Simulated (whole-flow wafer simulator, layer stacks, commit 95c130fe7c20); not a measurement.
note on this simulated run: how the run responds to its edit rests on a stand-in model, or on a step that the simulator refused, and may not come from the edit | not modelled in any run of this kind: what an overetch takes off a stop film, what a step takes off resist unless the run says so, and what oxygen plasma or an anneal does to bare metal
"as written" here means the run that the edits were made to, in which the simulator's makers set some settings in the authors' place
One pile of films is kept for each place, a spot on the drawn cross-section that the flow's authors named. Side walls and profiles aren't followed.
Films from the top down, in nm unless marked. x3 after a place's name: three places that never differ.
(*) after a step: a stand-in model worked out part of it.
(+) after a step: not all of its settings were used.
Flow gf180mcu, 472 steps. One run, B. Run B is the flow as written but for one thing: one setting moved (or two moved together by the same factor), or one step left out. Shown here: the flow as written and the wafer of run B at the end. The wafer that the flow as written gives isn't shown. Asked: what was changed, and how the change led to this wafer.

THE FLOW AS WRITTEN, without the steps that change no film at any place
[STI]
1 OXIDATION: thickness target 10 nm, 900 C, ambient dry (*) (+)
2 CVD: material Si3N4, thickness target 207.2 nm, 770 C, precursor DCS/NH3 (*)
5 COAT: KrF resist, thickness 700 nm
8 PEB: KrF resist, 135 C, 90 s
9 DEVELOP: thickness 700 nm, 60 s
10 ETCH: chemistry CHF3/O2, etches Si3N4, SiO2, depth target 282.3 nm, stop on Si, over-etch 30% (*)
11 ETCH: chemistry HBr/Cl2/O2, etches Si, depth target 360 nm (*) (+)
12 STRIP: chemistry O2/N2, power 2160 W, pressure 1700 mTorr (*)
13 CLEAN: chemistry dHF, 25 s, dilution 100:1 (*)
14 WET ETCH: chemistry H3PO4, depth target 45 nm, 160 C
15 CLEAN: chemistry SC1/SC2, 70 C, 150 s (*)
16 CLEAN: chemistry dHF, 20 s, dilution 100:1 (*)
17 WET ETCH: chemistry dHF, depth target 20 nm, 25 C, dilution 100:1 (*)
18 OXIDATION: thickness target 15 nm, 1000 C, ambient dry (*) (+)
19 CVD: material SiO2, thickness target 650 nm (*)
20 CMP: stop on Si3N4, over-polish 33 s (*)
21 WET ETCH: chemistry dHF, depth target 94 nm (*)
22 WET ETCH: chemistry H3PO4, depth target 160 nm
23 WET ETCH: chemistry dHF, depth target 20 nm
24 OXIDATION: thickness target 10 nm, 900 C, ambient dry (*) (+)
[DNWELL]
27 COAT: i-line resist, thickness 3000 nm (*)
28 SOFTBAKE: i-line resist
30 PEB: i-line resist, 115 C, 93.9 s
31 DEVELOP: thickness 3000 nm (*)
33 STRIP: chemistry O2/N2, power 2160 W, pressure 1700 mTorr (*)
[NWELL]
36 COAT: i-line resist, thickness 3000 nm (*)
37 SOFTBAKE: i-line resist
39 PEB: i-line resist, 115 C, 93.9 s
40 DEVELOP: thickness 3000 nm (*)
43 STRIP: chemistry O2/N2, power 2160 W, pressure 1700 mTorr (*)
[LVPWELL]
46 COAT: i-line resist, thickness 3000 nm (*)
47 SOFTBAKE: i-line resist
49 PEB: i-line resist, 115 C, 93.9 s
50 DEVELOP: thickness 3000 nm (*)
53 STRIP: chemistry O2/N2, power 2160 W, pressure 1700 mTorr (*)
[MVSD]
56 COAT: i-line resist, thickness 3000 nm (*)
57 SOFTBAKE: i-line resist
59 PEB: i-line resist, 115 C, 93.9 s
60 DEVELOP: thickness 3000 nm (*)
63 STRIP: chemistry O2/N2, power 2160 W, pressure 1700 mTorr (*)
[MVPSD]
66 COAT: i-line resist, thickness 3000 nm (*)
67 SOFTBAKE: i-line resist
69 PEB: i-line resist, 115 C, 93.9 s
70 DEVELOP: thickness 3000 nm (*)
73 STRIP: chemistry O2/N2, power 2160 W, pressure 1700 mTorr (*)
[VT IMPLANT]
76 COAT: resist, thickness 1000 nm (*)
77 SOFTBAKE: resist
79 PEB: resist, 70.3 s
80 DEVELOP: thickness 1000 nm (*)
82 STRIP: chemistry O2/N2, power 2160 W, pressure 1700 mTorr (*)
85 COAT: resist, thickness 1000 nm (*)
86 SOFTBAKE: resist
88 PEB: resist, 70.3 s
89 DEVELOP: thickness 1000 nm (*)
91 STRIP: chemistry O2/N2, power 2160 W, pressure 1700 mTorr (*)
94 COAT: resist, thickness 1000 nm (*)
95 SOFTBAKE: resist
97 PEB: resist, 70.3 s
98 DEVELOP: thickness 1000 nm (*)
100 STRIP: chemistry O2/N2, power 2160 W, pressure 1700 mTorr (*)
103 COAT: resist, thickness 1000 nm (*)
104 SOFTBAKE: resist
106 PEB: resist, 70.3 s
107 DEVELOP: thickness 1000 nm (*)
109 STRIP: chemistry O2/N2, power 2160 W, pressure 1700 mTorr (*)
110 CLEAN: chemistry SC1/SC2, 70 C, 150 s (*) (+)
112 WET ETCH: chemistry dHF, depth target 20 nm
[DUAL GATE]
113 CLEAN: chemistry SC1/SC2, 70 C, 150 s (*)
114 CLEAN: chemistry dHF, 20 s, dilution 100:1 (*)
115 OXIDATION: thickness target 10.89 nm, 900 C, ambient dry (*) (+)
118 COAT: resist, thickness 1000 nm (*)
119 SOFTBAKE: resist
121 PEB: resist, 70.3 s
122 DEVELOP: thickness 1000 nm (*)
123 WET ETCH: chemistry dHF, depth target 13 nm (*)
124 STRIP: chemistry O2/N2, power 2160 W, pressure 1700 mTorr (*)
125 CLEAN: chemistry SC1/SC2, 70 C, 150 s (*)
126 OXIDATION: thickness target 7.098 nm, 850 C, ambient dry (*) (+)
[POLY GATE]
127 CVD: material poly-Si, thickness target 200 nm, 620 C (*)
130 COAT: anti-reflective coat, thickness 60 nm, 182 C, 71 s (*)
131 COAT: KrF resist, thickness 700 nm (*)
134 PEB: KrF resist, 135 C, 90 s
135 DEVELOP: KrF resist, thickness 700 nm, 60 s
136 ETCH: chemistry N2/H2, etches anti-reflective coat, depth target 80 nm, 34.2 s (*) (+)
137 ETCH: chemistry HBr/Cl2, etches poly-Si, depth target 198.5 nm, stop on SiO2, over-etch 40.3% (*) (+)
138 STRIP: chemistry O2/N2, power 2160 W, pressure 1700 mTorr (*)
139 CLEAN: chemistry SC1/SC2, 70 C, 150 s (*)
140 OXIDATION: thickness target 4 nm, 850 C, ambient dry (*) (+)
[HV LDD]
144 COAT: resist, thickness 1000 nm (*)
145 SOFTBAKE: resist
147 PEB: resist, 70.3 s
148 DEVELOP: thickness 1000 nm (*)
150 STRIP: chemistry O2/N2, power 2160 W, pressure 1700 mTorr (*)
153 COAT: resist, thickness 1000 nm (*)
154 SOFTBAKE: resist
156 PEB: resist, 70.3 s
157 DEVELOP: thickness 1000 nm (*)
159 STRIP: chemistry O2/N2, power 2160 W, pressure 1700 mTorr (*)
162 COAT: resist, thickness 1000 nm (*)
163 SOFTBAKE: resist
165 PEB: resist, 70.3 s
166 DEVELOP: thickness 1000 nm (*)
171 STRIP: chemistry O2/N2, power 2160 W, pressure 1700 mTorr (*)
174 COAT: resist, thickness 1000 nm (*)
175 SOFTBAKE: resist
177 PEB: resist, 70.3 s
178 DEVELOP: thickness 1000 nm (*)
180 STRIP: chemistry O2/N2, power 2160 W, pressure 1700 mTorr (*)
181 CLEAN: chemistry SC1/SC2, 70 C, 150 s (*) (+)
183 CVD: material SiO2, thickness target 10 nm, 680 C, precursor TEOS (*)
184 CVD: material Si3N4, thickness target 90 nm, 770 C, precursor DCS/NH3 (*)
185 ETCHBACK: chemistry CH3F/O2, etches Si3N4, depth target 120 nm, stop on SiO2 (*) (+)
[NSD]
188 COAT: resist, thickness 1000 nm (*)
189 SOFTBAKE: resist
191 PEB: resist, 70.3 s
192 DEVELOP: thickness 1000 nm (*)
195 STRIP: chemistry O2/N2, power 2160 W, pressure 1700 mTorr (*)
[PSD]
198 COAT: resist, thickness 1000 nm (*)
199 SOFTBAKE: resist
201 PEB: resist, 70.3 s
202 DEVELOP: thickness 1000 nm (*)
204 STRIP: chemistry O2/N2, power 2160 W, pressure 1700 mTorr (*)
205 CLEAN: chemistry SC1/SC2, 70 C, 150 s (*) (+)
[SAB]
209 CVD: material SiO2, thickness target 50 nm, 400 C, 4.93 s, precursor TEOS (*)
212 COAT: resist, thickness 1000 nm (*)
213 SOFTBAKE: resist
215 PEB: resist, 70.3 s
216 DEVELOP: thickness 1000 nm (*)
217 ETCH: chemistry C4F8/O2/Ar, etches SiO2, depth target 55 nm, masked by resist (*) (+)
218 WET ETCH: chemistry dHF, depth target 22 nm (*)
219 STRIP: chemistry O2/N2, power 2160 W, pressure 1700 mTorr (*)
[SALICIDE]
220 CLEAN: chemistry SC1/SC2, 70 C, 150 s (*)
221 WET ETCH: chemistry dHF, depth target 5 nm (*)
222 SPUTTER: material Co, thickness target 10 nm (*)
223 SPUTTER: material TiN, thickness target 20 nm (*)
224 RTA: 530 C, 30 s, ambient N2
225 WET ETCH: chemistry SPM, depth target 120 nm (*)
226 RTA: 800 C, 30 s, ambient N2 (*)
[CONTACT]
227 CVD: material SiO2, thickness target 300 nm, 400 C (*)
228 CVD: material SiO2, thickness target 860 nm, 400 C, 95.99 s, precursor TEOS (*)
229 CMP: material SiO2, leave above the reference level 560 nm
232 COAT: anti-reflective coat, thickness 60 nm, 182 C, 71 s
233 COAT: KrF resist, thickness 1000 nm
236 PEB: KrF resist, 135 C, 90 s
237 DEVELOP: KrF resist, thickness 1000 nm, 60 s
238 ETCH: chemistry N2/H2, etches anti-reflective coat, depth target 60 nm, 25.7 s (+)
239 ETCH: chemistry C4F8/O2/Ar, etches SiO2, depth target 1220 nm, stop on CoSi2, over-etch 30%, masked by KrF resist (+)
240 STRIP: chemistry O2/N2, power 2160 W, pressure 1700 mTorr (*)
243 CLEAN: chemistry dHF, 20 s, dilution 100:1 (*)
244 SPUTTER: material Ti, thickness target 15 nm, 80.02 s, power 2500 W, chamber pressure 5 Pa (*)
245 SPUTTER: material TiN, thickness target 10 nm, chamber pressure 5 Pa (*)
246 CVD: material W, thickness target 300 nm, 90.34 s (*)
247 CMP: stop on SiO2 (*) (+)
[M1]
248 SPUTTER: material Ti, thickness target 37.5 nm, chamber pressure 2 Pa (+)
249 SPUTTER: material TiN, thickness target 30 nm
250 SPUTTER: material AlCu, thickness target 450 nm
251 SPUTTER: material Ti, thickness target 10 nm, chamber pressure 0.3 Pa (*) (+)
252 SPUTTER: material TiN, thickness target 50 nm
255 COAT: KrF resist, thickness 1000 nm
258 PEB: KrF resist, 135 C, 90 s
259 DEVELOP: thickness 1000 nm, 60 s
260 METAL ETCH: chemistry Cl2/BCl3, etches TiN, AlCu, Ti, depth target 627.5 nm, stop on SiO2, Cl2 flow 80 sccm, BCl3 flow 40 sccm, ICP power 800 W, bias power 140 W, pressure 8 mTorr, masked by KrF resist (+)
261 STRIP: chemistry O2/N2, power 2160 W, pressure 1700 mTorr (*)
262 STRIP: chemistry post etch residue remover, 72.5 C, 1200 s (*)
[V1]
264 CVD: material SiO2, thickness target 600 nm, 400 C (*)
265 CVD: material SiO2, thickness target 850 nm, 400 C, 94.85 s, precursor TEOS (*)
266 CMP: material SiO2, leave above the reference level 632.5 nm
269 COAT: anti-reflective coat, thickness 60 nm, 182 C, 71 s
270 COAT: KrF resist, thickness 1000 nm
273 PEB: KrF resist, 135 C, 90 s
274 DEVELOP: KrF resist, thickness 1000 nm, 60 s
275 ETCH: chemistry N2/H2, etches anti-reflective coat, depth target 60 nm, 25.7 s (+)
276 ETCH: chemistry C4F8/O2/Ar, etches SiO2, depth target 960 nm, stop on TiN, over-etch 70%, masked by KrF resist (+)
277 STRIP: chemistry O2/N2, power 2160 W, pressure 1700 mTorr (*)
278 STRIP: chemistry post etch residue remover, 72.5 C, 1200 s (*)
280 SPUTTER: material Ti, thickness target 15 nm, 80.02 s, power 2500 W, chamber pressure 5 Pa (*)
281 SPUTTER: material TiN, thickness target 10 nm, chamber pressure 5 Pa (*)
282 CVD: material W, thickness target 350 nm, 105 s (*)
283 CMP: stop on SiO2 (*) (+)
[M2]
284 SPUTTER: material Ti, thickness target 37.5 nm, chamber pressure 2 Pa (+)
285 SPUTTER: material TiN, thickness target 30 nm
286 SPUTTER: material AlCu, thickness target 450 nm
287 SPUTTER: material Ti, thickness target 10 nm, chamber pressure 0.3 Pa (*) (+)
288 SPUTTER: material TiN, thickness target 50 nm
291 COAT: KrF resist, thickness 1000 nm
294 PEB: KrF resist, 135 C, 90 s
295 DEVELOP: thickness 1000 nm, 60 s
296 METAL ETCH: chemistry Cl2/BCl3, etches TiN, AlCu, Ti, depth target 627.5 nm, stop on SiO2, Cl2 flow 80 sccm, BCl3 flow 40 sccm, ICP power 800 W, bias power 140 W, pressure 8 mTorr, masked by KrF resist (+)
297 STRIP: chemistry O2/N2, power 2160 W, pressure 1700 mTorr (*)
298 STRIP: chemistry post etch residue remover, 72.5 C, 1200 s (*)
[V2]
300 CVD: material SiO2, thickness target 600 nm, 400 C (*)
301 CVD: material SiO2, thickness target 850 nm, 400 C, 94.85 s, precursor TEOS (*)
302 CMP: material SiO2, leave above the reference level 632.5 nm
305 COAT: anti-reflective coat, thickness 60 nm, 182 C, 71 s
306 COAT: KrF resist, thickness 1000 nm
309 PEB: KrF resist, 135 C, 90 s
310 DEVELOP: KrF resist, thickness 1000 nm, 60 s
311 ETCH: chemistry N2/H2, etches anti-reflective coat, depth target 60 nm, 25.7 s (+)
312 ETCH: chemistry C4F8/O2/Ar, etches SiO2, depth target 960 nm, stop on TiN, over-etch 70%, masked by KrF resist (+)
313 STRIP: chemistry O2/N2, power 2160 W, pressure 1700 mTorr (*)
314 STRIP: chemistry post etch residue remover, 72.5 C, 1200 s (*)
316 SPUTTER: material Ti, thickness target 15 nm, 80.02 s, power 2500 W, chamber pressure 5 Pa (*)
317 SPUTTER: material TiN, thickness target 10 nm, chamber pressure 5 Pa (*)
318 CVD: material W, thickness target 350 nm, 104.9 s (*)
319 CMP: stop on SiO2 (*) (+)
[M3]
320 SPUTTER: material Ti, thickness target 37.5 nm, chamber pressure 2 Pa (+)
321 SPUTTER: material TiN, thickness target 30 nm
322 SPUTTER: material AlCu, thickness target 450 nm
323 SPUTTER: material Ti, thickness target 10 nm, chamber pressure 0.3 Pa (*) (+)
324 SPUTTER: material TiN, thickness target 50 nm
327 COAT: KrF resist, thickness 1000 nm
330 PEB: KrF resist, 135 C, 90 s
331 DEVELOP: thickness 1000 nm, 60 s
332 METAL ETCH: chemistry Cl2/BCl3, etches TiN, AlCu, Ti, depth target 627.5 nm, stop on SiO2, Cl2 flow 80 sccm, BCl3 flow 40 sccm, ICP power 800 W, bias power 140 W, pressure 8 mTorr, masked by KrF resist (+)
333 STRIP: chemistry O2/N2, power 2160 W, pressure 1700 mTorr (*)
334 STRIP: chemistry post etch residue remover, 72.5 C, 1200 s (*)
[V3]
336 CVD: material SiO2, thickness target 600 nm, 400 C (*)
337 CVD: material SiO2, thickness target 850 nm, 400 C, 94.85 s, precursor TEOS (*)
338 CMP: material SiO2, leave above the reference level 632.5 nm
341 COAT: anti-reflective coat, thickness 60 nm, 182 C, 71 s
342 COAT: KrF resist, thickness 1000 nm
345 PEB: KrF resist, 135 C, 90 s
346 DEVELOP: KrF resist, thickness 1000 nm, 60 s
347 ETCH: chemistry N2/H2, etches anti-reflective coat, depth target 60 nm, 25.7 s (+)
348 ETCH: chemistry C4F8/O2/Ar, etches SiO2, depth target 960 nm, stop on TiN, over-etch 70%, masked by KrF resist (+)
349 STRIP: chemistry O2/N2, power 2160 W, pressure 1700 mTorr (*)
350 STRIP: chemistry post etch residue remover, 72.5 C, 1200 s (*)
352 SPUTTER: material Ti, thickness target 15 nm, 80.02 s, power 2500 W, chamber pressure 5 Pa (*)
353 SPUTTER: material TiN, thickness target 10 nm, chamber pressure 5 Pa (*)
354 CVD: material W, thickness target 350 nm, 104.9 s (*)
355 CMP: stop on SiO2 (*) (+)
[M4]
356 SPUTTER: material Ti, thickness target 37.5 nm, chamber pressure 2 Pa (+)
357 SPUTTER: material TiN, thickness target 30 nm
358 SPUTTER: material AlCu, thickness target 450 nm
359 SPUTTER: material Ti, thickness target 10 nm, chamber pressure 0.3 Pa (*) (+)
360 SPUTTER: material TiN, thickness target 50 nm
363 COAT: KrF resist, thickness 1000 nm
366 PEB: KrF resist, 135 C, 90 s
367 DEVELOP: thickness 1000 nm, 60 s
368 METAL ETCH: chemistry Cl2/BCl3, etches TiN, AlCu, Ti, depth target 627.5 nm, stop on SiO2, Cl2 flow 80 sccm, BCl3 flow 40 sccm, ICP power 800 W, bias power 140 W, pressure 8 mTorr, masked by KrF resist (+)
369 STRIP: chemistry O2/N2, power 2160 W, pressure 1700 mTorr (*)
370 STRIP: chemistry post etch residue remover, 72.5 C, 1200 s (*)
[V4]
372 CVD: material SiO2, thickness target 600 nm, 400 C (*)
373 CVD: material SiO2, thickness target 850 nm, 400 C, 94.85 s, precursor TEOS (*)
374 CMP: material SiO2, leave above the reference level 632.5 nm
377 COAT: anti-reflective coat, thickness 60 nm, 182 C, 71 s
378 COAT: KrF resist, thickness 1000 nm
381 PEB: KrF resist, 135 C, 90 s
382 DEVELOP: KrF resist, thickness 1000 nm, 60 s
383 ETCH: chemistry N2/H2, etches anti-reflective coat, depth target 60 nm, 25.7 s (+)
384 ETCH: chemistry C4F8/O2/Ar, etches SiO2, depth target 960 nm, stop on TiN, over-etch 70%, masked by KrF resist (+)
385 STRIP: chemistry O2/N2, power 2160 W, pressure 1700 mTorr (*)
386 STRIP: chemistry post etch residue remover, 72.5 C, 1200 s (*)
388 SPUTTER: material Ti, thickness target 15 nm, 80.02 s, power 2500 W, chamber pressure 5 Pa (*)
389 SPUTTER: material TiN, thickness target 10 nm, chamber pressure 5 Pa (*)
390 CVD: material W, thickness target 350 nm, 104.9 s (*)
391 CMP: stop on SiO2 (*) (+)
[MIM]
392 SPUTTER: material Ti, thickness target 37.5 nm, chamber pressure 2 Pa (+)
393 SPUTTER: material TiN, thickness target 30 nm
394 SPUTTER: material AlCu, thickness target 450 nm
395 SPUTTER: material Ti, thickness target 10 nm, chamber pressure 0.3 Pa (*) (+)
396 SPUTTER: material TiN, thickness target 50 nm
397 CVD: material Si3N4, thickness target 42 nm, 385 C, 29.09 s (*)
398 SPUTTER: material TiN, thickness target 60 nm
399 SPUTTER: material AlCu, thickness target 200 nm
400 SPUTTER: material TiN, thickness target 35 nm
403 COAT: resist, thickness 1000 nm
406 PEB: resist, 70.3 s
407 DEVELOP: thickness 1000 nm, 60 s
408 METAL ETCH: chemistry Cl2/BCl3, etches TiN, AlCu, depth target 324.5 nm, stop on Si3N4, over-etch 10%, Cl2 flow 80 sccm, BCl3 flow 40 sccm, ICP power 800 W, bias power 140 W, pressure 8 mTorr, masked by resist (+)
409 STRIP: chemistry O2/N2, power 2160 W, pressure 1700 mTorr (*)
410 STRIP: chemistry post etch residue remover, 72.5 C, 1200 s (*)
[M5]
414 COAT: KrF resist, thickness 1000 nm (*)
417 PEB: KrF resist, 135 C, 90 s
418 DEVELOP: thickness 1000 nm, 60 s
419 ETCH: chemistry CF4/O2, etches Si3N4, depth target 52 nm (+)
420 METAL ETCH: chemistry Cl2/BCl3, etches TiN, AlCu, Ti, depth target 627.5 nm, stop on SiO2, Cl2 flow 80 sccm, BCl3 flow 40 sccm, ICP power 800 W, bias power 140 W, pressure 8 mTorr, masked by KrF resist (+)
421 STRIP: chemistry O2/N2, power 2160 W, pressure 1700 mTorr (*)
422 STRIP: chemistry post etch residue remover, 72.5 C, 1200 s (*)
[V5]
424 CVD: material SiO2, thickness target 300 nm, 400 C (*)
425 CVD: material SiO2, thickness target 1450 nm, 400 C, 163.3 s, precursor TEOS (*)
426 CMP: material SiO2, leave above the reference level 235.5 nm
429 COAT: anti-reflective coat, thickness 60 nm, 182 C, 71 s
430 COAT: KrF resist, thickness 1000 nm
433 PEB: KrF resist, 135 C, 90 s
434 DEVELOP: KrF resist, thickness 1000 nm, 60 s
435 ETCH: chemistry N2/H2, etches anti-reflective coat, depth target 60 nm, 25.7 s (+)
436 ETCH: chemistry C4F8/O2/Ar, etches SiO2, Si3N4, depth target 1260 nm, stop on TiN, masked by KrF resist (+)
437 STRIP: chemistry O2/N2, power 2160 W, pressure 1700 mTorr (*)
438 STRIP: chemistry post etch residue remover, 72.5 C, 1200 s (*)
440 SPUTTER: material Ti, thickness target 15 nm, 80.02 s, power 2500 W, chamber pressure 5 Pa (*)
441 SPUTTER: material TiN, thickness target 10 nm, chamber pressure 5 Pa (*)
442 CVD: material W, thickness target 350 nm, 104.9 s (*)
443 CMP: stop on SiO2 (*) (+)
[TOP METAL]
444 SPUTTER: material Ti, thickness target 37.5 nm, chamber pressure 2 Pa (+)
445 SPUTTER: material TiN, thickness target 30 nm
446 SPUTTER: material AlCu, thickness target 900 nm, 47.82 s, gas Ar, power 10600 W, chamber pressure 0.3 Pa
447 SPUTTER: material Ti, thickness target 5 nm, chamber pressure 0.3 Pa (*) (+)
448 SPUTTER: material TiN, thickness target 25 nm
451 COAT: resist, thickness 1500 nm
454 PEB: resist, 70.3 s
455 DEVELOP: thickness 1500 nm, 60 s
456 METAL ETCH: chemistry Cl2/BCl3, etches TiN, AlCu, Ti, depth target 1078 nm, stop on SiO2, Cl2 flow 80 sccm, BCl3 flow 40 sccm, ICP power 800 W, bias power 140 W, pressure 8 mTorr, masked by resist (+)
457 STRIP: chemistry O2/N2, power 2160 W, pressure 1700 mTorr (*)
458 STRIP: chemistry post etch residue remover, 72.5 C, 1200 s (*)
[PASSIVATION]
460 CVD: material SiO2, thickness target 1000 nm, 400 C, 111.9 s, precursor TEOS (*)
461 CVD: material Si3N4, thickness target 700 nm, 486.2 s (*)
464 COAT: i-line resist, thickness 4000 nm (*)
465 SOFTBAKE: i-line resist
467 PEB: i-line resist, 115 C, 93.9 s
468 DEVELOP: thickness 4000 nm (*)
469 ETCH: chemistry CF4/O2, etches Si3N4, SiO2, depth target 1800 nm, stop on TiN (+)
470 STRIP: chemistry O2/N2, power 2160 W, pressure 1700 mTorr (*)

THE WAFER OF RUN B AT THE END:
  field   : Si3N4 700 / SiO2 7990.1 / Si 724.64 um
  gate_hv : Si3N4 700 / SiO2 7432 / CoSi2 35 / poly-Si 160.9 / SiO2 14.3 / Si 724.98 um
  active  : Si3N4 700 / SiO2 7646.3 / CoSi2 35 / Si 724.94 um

The cause: step 266, CMP: leave above the reference level 395.3 nm was run, where the flow has leave above the reference level 632.5 nm.

How the change led to this, step by step:
  266 CMP: material SiO2, leave above the reference level 632.5 nm
      field, field__w1, field__w2 and 99 more: SiO2 -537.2 (as written it would be: SiO2 -300)
      field__w8, contact, m1 and 6 more: SiO2 -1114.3 (as written it would be: SiO2 -877.1)
  276 ETCH: chemistry C4F8/O2/Ar, etches SiO2, depth target 960 nm, stop on TiN, over-etch 70%, masked by KrF resist (+)
      field, field__w1, field__w2 and 107 more: KrF resist -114 (as written it would be: KrF resist -192)
      contact: SiO2 -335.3 (all of it) (as written it would be: SiO2 -572.5 (all of it))
  277 STRIP: chemistry O2/N2, power 2160 W, pressure 1700 mTorr (*)
      field, field__w1, field__w2 and 107 more: KrF resist -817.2 (all of it), anti-reflective coat -60 (all of it) (as written it would be: KrF resist -739.2 (all of it), anti-reflective coat -60 (all of it))
  280 SPUTTER: material Ti, thickness target 15 nm, 80.02 s, power 2500 W, chamber pressure 5 Pa (*)
      contact: Ti +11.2 (new film) (as written it would be: Ti +9.65 (new film))
  281 SPUTTER: material TiN, thickness target 10 nm, chamber pressure 5 Pa (*)
      contact: TiN +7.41 (new film) (as written it would be: TiN +6.4 (new film))
  282 CVD: material W, thickness target 350 nm, 105 s (*)
      contact: W +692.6 (new film) (as written it would be: W +932.3 (new film))
